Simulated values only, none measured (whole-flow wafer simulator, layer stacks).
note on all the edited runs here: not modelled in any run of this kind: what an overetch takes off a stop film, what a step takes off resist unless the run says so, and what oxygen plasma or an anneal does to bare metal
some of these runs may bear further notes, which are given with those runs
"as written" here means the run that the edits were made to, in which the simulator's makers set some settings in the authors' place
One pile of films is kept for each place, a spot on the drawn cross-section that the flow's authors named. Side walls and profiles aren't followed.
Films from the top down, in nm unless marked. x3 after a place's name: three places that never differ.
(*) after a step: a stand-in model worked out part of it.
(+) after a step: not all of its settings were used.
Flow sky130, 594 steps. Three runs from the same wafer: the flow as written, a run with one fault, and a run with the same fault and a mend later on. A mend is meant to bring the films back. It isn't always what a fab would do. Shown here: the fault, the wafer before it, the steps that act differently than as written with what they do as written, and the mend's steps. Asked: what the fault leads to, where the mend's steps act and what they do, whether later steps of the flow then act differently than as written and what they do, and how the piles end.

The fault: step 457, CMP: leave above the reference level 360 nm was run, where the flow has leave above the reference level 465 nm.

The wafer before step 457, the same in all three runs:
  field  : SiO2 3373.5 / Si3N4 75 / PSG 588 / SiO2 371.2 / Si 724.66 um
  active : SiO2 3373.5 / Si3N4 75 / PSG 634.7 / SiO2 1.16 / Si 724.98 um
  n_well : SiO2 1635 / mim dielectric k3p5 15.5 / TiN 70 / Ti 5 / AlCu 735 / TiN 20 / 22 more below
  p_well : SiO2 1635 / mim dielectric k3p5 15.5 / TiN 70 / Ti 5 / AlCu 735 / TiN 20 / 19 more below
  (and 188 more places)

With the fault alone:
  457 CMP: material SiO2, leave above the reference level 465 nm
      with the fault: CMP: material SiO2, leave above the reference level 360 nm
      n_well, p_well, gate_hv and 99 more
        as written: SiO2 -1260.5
        with the fault: SiO2 -1365.5
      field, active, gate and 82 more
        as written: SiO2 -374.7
        with the fault: SiO2 -479.7
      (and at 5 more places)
  Later steps of the flow that act differently than as written (2 more steps differ only slightly, by at most 2% or 0.5 nm, whichever is larger, and aren't shown):
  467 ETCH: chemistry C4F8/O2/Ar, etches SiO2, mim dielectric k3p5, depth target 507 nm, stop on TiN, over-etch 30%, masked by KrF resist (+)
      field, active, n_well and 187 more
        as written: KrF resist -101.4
        with the fault: KrF resist -74.1
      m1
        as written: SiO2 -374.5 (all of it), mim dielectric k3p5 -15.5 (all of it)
        with the fault: SiO2 -269.5 (all of it), mim dielectric k3p5 -15.5 (all of it)
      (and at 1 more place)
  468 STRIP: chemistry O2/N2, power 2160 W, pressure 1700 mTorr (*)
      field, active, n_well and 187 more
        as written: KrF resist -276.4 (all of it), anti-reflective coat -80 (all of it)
        with the fault: KrF resist -303.7 (all of it), anti-reflective coat -80 (all of it)
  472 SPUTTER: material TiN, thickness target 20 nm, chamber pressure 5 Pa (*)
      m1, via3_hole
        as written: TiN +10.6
        with the fault: TiN +12.1
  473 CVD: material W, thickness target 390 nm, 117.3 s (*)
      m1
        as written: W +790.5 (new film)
        with the fault: W +684 (new film)
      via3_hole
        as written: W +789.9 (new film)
        with the fault: W +683.3 (new film)
  At the end the piles differ from the flow's by more than 2% or 0.5 nm, whichever is larger, at field, active, n_well and 190 more.
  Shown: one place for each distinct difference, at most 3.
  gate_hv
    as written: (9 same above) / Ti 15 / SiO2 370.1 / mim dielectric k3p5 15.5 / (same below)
    with the fault: (9 same above) / Ti 15 / SiO2 265.1 / mim dielectric k3p5 15.5 / (same below)
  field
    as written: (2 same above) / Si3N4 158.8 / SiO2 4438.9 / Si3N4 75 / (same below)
    with the fault: (2 same above) / Si3N4 158.8 / SiO2 4333.9 / Si3N4 75 / (same below)
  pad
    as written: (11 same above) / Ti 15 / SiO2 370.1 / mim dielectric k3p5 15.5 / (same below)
    with the fault: (11 same above) / Ti 15 / SiO2 265.1 / mim dielectric k3p5 15.5 / (same below)

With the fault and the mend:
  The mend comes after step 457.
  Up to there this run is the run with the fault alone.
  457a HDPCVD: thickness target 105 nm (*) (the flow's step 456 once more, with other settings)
      field, active, n_well and 189 more
        SiO2 +105
  No later step of the flow acts differently than as written, at any place that is followed, by more than 2% or 0.5 nm, whichever is larger.
  At the end the piles are the same as the flow's at every place that both follow.
